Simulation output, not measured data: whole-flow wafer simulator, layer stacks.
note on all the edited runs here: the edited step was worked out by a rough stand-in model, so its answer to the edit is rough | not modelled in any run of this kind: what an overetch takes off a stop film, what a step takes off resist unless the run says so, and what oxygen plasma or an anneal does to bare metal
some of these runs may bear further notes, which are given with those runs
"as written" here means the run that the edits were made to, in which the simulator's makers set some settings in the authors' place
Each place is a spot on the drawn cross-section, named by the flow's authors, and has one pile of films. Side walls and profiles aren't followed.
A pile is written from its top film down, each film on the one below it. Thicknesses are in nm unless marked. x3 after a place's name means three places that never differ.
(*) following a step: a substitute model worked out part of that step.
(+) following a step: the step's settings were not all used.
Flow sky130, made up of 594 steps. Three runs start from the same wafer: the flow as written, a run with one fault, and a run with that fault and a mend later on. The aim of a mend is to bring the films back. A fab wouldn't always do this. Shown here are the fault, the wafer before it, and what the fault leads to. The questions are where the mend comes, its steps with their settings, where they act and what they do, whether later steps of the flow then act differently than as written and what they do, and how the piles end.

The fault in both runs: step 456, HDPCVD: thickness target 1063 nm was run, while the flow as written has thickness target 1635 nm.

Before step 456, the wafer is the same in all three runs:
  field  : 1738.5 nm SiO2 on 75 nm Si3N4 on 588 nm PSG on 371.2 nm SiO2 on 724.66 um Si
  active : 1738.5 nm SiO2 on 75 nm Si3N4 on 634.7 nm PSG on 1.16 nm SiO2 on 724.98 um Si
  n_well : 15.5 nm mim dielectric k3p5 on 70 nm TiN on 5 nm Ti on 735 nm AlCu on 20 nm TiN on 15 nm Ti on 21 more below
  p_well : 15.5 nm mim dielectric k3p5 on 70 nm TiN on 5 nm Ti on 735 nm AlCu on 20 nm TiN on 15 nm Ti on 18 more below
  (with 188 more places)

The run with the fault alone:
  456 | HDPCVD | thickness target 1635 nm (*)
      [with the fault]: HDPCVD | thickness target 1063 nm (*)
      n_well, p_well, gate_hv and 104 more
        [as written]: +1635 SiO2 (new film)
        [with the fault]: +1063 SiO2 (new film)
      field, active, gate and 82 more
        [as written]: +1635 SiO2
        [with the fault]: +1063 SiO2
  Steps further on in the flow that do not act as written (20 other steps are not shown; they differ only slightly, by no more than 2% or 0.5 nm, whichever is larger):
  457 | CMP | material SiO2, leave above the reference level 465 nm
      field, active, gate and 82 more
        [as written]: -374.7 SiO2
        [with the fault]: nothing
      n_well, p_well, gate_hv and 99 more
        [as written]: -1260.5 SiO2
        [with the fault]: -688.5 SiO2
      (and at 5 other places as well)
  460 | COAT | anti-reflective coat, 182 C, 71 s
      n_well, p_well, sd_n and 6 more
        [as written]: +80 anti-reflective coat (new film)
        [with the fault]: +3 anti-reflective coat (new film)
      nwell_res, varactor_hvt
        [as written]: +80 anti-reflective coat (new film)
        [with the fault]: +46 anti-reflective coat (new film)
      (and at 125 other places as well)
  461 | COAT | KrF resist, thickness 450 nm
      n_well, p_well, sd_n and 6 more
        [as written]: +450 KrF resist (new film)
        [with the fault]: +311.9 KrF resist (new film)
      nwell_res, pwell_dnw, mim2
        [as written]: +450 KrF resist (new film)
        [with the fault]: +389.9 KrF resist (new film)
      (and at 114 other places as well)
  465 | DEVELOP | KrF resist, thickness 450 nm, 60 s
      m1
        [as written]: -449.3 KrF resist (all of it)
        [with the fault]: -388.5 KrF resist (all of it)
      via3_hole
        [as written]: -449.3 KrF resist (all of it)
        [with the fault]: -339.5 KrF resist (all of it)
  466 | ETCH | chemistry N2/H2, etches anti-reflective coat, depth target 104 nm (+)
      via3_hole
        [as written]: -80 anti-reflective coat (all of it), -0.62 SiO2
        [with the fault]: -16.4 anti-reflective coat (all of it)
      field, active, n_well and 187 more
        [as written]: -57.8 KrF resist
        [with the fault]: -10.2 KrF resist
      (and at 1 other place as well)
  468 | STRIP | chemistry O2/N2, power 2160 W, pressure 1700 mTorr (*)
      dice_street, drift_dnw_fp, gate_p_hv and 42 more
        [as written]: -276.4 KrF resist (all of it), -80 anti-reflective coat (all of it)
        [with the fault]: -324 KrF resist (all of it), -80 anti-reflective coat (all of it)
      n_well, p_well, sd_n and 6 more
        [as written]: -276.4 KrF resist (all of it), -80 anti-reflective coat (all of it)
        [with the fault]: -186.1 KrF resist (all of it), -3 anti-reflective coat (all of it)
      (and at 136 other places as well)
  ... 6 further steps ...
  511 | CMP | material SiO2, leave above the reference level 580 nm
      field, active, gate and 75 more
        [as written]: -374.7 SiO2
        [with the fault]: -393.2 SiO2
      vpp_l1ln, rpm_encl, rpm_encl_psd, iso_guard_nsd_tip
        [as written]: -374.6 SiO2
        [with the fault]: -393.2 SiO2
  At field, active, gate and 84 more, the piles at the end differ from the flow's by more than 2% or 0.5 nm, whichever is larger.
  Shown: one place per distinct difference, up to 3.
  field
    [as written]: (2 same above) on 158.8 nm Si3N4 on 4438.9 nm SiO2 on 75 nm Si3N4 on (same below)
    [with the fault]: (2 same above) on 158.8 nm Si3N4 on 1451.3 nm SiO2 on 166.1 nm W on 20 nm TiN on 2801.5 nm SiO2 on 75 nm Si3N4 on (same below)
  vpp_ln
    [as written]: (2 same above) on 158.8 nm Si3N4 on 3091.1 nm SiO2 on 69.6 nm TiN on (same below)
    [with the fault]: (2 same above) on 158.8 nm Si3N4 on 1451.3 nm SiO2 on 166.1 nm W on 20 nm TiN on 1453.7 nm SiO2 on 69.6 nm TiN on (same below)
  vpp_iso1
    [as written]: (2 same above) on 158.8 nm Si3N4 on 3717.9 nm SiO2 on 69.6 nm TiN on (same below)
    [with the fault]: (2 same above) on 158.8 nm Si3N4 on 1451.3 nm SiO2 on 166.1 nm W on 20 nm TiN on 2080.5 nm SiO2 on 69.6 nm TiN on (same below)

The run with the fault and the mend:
  The mend follows step 456.
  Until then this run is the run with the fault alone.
  456a | HDPCVD | thickness target 572 nm (*) (a further turn of the flow's step 456, with different settings)
      field, active, n_well and 189 more
        +572 SiO2
  None of the later steps of the flow acts differently than as written at any place that is followed.
  By the end, the piles equal the flow's at every place that both follow.
